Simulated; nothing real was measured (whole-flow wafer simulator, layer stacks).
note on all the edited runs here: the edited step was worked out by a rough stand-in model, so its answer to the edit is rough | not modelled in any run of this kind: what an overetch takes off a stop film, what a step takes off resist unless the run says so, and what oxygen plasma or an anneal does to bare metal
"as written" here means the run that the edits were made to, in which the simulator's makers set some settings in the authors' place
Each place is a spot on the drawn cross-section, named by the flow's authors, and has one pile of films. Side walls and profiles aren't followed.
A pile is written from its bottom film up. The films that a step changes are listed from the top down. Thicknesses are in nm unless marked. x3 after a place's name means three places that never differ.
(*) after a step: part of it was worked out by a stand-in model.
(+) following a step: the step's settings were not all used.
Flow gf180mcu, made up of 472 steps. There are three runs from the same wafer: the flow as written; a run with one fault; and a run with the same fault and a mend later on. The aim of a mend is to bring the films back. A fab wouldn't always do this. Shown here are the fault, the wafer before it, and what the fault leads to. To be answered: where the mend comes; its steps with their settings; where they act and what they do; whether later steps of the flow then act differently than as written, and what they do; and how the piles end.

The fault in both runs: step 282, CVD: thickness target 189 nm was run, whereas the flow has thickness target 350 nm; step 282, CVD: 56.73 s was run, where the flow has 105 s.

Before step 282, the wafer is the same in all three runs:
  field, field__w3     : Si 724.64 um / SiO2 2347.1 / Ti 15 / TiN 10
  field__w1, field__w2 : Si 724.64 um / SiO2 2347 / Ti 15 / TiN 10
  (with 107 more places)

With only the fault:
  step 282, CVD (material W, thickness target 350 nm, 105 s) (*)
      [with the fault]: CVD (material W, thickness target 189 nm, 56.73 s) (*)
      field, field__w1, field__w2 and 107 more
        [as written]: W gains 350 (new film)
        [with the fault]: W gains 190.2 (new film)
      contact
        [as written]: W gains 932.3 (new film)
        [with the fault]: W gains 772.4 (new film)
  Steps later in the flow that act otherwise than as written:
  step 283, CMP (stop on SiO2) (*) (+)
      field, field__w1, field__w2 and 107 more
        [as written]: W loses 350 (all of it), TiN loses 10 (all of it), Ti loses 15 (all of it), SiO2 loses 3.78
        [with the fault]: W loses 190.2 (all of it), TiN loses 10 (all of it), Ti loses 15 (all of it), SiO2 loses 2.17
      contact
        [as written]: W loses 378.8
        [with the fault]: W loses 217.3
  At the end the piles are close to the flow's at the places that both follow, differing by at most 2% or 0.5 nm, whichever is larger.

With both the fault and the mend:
  The mend follows step 282.
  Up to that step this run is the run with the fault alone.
  step 282a, CVD (material W, thickness target 161 nm, 48.32 s) (a further turn of the flow's step 282, with different settings)
      field, field__w1, field__w2 and 108 more
        W gains 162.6
  Every later step of the flow that is run acts as written, at every place that is followed, to within 2% or 0.5 nm, whichever is larger.
  At the end the piles are close to the flow's at the places that both follow, differing by at most 2% or 0.5 nm, whichever is larger.
